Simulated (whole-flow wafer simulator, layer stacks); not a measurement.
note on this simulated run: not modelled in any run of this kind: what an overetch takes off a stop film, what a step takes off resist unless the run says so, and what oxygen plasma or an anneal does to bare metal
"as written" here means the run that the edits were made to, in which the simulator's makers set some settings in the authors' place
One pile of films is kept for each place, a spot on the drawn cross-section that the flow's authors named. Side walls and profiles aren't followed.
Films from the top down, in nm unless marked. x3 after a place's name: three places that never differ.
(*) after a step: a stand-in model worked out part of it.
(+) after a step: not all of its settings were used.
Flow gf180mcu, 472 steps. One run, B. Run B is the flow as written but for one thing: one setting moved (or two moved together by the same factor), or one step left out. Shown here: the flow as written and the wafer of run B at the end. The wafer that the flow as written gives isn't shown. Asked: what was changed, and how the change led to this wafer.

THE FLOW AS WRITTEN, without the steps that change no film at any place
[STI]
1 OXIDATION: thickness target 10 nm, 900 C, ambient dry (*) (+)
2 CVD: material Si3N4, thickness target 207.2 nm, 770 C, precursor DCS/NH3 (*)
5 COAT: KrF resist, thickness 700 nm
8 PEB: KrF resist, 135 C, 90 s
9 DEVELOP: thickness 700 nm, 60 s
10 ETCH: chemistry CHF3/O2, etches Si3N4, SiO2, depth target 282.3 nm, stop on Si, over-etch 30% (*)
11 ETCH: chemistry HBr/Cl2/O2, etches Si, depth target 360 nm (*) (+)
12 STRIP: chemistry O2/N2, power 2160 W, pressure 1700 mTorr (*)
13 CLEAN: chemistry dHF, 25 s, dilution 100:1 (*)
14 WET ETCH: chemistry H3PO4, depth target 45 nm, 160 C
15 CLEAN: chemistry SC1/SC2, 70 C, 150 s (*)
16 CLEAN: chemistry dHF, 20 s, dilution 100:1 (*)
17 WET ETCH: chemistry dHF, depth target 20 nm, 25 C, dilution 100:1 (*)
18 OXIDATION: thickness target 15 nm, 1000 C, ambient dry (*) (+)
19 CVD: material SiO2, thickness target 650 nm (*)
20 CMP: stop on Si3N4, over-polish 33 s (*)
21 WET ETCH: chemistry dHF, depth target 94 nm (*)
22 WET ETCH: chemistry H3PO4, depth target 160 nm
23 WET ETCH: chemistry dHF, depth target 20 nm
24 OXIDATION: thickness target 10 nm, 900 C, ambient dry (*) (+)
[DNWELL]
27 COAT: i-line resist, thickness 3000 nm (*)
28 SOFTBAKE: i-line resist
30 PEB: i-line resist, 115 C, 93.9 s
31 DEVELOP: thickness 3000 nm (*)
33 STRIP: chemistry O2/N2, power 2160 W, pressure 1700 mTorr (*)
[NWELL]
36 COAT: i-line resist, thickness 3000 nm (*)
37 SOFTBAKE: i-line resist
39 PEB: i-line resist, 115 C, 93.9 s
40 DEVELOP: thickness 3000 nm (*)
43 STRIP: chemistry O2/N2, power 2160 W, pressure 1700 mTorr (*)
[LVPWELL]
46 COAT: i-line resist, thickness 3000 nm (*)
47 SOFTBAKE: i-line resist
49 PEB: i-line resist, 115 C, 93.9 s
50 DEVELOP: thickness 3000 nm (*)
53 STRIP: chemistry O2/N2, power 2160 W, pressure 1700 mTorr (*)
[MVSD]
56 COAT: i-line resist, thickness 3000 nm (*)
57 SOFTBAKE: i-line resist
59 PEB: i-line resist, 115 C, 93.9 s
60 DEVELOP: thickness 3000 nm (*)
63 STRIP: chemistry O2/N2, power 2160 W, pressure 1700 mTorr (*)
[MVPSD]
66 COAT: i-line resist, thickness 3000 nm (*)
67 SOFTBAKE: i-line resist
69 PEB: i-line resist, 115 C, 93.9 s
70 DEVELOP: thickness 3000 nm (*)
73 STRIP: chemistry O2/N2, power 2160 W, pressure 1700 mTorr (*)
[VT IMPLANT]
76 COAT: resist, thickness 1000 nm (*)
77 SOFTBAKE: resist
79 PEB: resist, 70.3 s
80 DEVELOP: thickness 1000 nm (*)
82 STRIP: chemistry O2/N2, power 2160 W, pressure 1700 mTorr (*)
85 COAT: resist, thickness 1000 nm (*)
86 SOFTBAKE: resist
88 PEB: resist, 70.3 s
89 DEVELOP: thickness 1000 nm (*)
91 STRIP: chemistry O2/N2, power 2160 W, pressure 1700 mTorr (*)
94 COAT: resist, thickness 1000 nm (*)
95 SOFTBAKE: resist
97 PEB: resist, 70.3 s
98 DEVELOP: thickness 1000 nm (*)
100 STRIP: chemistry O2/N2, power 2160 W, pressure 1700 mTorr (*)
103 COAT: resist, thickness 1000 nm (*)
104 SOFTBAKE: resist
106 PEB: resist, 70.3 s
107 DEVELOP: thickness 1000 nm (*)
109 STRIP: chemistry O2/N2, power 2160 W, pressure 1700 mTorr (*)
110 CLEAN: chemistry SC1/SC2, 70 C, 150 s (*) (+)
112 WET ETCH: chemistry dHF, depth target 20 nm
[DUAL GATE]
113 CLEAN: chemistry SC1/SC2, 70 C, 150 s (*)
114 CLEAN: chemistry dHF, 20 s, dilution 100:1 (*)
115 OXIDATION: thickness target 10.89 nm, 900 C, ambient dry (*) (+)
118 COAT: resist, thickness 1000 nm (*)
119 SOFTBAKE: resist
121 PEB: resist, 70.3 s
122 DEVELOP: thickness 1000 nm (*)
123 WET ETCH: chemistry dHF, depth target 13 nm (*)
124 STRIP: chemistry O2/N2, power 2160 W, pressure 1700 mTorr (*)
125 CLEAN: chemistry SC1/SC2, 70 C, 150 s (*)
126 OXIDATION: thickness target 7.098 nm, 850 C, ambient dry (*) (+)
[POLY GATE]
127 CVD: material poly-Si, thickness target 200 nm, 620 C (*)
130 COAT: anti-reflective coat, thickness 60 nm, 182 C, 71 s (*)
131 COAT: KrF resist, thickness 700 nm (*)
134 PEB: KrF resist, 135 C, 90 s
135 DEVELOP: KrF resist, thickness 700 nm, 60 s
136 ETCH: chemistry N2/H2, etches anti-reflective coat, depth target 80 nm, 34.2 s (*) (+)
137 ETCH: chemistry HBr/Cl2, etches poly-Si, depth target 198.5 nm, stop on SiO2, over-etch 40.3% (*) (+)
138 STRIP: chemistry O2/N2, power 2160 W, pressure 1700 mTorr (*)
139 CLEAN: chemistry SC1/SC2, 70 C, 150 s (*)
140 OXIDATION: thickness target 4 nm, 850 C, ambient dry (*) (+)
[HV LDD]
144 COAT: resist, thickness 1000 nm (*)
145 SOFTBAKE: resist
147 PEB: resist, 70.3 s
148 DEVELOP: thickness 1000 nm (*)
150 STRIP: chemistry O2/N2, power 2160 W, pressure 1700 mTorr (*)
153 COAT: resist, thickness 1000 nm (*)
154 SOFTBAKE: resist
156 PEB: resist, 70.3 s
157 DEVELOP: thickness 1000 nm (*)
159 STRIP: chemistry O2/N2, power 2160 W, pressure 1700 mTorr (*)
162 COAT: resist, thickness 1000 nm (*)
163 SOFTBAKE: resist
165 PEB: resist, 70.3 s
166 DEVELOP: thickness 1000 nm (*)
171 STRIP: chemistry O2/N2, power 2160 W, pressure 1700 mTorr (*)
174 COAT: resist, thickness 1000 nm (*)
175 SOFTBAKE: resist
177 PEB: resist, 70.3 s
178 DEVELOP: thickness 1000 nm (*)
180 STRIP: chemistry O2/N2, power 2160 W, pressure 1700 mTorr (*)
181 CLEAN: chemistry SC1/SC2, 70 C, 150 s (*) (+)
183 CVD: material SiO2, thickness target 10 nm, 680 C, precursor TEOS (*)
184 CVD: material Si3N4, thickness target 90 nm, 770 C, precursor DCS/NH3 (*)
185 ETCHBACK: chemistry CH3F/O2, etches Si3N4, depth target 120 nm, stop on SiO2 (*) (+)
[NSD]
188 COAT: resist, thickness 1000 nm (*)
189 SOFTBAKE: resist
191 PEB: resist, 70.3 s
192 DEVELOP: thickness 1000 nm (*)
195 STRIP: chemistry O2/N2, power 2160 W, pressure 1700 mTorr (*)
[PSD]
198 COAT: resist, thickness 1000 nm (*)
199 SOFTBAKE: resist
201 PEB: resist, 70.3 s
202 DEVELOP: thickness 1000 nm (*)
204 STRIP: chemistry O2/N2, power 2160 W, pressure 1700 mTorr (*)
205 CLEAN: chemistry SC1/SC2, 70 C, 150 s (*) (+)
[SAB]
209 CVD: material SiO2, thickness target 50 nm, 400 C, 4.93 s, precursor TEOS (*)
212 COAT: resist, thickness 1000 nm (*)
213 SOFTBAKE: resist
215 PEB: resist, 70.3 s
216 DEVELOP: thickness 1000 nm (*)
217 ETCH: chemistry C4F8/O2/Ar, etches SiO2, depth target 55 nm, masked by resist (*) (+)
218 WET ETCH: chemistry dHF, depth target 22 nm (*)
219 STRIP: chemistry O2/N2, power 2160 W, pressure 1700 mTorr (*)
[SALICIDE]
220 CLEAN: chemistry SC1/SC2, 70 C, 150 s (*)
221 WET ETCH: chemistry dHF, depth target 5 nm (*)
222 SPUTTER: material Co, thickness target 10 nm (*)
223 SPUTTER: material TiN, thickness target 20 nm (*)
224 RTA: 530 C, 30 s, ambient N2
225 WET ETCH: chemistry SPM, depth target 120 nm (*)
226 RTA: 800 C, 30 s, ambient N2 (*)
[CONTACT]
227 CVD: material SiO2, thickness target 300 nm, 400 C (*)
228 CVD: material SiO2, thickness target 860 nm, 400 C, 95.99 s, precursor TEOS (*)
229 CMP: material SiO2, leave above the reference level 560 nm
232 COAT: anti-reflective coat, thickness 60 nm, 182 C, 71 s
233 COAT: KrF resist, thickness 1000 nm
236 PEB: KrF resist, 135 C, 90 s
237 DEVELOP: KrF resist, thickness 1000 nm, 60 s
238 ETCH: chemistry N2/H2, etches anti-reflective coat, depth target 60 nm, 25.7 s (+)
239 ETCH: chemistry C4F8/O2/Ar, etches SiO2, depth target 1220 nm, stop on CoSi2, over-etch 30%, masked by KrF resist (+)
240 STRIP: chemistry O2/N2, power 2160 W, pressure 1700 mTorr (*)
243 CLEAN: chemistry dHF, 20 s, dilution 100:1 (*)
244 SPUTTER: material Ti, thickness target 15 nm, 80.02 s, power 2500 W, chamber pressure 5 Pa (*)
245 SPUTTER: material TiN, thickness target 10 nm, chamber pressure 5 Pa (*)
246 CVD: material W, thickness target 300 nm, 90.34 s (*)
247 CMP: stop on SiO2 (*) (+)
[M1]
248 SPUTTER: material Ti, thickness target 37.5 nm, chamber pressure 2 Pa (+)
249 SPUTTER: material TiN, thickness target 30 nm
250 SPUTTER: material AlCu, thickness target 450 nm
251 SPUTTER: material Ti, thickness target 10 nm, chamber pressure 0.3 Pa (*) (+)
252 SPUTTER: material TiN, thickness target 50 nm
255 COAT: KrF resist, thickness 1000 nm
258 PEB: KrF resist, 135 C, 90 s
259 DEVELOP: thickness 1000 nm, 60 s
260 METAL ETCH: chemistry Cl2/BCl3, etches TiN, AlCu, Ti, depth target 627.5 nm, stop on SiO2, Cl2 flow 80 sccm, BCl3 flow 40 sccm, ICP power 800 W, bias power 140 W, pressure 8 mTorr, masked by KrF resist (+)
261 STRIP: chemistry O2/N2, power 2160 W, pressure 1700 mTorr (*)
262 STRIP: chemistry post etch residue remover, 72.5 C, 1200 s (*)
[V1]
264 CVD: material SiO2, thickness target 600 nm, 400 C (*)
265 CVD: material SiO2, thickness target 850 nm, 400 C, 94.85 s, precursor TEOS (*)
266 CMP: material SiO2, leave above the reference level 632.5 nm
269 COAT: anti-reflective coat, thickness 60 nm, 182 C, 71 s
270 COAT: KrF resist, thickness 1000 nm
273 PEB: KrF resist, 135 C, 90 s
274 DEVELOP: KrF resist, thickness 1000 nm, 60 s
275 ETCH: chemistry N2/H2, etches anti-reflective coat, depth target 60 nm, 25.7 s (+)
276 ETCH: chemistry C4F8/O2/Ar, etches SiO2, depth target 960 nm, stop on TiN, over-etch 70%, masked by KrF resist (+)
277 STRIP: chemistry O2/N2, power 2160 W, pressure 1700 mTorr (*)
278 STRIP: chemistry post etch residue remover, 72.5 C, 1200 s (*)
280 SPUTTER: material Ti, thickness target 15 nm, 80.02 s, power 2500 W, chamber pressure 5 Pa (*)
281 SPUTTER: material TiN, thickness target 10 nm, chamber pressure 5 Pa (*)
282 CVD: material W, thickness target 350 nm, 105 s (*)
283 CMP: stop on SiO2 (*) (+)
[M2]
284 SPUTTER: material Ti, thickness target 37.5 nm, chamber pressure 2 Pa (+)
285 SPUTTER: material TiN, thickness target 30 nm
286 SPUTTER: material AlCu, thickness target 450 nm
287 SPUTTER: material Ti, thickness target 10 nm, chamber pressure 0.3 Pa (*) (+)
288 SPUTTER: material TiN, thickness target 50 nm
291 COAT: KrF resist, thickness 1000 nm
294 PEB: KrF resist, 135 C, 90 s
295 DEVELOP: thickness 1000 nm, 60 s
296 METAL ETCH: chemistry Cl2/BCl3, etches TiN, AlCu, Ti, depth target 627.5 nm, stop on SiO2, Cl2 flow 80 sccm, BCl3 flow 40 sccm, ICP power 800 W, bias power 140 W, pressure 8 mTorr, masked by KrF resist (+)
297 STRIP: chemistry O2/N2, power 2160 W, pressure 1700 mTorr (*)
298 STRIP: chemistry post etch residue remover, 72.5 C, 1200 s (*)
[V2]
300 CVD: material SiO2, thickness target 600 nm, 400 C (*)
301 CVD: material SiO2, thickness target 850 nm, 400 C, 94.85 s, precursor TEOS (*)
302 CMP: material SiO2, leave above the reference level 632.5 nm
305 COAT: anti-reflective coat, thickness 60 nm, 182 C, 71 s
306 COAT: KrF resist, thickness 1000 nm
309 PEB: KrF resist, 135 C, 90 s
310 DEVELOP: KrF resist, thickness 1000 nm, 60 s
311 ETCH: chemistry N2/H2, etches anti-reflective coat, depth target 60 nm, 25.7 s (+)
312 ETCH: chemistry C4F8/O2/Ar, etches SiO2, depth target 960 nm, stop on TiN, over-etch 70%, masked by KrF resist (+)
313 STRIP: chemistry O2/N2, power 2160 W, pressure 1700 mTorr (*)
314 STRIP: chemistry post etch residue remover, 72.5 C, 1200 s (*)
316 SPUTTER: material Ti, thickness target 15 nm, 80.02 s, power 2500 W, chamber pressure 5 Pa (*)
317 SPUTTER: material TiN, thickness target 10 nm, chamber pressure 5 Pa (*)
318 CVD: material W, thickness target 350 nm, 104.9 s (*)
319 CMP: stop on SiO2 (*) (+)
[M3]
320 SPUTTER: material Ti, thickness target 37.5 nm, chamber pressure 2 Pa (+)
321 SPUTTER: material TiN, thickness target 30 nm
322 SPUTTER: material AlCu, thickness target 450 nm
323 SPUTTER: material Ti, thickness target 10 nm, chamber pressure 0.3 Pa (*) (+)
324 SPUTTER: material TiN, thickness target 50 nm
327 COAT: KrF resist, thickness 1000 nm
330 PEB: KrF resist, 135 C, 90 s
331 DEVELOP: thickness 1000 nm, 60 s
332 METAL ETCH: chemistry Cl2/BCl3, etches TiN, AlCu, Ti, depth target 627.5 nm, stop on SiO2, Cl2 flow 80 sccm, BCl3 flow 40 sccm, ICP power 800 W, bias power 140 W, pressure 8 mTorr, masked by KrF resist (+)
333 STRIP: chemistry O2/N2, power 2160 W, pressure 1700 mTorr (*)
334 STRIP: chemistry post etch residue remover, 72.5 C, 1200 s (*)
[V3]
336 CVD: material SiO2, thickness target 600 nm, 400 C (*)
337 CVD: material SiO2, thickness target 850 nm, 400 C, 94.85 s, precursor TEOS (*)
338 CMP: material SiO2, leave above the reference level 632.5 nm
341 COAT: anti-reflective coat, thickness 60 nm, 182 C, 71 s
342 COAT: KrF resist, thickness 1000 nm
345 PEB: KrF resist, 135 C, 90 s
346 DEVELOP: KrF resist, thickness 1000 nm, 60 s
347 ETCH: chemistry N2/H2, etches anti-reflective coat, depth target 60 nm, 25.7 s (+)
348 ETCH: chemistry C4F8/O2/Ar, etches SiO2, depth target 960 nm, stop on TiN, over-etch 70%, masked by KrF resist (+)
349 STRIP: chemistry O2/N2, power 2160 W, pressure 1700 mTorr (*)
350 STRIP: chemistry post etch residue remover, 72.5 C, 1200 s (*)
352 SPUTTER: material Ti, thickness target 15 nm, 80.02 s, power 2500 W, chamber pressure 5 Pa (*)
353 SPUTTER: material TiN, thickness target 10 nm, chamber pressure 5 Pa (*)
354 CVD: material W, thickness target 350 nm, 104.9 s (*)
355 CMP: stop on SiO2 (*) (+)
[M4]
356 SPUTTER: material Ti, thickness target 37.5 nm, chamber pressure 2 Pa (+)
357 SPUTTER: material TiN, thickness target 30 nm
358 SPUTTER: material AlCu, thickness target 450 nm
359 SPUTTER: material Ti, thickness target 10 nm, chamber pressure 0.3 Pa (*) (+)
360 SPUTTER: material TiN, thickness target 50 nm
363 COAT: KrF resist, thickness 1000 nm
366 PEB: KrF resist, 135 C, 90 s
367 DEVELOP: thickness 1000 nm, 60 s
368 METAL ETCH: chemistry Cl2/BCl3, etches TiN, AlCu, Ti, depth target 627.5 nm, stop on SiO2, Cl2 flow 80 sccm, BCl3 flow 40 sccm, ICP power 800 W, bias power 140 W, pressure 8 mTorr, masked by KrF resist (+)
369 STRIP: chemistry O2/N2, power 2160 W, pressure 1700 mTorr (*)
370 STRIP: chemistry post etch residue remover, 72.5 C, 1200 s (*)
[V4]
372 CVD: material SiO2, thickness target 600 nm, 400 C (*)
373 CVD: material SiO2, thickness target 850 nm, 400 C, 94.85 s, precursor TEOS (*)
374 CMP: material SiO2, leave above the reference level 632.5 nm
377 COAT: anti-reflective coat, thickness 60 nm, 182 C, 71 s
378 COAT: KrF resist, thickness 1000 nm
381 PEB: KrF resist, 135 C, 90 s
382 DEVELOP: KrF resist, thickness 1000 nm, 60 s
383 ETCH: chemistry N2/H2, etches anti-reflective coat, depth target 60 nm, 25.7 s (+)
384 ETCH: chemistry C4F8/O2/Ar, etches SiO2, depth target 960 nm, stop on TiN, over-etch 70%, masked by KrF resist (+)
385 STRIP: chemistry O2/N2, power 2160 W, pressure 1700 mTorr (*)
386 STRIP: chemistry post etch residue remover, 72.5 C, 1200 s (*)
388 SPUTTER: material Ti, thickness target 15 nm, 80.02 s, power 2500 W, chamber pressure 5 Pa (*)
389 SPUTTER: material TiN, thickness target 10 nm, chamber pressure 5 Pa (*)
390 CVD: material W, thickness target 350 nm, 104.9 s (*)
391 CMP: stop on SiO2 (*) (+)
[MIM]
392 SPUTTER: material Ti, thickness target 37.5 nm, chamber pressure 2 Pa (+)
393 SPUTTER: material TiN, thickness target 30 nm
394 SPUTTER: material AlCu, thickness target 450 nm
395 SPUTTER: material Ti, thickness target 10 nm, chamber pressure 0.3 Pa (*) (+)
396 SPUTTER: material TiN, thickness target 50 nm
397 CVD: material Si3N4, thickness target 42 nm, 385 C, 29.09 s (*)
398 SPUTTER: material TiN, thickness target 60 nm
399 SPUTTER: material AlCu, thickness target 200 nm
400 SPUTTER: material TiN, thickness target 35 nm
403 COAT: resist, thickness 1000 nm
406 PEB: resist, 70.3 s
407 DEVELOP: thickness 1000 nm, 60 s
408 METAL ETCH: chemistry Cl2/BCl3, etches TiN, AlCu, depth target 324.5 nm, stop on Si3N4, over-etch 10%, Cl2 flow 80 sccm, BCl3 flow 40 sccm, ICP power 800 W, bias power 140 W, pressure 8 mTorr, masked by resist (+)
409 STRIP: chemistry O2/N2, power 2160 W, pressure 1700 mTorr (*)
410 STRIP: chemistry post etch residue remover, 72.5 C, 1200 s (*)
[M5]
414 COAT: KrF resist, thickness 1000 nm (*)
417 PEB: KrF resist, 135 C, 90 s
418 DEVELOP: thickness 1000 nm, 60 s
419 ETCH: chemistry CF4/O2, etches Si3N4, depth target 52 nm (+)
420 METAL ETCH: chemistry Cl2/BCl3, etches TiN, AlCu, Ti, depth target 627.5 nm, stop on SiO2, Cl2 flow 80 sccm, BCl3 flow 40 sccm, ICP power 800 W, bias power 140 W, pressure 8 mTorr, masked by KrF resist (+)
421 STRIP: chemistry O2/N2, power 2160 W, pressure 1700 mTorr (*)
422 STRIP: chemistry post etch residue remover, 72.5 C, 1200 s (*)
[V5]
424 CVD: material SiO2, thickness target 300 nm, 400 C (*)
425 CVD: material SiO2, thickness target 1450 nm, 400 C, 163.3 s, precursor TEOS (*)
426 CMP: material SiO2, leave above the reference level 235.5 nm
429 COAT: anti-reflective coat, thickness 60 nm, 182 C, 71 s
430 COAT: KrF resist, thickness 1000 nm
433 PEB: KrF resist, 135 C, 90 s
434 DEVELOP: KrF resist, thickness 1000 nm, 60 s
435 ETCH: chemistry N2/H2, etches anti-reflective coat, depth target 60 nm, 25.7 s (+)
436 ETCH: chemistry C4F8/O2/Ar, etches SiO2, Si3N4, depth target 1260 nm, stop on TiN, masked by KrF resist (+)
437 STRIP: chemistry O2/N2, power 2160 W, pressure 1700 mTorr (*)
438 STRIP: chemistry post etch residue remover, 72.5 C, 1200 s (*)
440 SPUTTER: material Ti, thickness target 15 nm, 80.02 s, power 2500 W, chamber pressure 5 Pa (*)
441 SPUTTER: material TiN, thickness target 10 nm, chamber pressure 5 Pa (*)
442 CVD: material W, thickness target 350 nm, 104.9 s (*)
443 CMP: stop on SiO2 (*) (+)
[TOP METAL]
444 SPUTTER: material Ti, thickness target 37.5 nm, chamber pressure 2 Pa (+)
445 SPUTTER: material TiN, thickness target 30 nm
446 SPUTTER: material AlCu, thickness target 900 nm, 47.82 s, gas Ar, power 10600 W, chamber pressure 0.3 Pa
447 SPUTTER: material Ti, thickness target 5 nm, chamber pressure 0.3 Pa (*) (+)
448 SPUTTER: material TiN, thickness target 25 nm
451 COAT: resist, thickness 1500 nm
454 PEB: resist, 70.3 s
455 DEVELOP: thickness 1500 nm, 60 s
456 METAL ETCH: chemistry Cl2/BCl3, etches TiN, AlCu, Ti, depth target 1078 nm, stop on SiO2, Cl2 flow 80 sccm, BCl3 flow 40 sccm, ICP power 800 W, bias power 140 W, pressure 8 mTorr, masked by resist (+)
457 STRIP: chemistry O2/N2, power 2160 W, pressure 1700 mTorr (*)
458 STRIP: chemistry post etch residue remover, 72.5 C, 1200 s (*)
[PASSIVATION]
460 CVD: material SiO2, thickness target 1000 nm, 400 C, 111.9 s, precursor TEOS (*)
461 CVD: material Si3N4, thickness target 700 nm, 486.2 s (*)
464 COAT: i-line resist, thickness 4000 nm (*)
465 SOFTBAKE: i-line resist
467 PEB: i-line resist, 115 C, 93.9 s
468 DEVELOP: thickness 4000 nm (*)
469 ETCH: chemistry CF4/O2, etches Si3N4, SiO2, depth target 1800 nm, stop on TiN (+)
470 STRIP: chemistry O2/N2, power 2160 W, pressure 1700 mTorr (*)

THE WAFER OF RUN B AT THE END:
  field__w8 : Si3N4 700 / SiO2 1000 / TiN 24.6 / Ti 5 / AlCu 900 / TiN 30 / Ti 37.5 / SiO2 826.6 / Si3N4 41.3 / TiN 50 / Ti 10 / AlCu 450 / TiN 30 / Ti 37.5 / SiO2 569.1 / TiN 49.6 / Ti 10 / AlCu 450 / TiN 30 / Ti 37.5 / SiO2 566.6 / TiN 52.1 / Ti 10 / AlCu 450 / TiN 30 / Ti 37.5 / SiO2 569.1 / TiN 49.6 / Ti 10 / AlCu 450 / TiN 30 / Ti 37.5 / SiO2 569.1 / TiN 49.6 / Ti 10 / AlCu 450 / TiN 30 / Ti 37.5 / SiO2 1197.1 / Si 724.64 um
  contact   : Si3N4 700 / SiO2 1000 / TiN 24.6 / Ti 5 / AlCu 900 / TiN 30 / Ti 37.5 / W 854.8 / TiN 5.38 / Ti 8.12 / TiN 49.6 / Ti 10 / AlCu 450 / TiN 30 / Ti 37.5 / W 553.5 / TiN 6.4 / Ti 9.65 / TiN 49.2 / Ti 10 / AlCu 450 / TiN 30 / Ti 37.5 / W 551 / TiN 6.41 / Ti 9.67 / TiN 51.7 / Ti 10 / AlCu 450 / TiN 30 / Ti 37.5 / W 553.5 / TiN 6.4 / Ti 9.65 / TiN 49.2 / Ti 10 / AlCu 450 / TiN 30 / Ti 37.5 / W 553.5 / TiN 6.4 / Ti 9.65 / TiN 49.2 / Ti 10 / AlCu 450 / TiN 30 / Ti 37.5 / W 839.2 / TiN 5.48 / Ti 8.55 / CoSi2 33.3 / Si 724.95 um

The cause: step 324, SPUTTER: thickness target 52.5 nm was run, where the flow has thickness target 50 nm.

How the change led to this, step by step:
  324 SPUTTER: material TiN, thickness target 50 nm
      field, field__w1, field__w2 and 108 more: TiN +52.5 (new film) (as written it would be: TiN +50 (new film))
  332 METAL ETCH: chemistry Cl2/BCl3, etches TiN, AlCu, Ti, depth target 627.5 nm, stop on SiO2, Cl2 flow 80 sccm, BCl3 flow 40 sccm, ICP power 800 W, bias power 140 W, pressure 8 mTorr, masked by KrF resist (+)
      field, field__w1, field__w2 and 103 more: TiN -52.5 (all of it), Ti -10 (all of it), AlCu -450 (all of it), TiN -30 (all of it), Ti -37.5 (all of it) (as written it would be: TiN -50 (all of it), Ti -10 (all of it), AlCu -450 (all of it), TiN -30 (all of it), Ti -37.5 (all of it))
